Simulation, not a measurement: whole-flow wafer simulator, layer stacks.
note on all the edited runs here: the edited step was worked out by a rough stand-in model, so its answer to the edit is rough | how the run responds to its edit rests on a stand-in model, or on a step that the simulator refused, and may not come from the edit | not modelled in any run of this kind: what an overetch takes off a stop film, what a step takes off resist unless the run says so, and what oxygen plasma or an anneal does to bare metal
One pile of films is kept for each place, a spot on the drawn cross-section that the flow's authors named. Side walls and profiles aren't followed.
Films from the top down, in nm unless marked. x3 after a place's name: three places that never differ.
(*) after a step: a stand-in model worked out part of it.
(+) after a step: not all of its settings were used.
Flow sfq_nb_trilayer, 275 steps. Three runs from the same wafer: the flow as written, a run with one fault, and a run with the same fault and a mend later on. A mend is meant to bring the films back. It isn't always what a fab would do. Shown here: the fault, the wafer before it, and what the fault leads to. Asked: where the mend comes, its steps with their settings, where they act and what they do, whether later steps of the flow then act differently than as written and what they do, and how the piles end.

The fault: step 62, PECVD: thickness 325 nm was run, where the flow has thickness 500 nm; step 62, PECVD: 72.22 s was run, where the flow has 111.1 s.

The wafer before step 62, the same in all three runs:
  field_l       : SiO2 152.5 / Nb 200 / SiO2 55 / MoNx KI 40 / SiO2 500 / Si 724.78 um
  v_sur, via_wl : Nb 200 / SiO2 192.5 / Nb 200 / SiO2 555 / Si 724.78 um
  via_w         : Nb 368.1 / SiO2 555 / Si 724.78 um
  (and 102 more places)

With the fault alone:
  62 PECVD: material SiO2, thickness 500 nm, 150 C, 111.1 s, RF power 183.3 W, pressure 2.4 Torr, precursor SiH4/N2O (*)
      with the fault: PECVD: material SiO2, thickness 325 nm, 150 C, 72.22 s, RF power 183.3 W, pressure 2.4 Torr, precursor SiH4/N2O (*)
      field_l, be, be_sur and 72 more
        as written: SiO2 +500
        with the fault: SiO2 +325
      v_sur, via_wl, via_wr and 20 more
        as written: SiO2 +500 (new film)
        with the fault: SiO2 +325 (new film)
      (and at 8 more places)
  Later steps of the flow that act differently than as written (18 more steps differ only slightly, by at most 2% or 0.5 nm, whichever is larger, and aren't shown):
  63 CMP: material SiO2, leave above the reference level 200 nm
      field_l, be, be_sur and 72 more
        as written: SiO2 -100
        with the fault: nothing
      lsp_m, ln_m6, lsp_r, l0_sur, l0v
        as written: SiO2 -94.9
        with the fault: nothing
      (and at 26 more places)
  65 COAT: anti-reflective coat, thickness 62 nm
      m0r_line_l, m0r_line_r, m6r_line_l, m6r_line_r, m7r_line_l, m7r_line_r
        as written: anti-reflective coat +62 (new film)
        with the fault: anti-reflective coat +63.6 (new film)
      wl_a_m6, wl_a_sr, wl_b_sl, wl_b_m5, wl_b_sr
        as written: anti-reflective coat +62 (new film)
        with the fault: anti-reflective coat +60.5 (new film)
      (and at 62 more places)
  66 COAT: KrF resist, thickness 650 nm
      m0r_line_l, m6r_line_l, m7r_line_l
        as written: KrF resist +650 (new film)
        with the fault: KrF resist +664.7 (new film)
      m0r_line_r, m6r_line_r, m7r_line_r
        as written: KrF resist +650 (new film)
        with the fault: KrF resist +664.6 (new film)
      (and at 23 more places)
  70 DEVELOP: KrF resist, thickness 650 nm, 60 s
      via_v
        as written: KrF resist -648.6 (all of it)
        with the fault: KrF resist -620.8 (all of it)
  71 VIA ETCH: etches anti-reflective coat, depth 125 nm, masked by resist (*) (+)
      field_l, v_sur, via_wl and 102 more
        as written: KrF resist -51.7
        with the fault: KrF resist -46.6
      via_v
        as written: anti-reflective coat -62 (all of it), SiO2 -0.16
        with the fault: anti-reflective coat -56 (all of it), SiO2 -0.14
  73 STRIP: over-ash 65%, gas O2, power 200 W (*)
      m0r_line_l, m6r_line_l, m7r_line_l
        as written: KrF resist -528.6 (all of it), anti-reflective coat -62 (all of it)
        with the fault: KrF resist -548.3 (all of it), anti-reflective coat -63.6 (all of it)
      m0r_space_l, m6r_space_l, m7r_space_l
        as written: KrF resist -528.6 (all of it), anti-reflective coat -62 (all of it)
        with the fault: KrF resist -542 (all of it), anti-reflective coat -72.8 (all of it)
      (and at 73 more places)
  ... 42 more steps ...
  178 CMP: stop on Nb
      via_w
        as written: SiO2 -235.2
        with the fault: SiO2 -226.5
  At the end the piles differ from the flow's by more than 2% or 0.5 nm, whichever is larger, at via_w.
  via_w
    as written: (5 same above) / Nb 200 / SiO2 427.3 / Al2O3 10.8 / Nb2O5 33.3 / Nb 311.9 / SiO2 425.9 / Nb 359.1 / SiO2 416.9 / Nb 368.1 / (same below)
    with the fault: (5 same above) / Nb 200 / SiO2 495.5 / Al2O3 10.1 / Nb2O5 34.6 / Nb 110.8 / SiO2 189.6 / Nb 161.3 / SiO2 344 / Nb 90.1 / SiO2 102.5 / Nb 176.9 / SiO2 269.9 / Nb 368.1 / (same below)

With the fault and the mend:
  The mend comes after step 62.
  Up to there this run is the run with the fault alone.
  62a PECVD: material SiO2, thickness 175 nm, 150 C, 38.89 s, RF power 183.3 W, pressure 2.4 Torr, precursor SiH4/N2O (the flow's step 62 once more, with other settings)
      field_l, v_sur, via_wl and 102 more
        SiO2 +175
      via_w
        SiO2 +156
  Later steps of the flow that act differently than as written:
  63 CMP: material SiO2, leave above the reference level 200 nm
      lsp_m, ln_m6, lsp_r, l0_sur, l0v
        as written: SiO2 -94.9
        with the mend: SiO2 -100
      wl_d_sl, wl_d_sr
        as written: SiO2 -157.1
        with the mend: SiO2 -100
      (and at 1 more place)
  At the end the piles are the same as the flow's at every place that both follow.
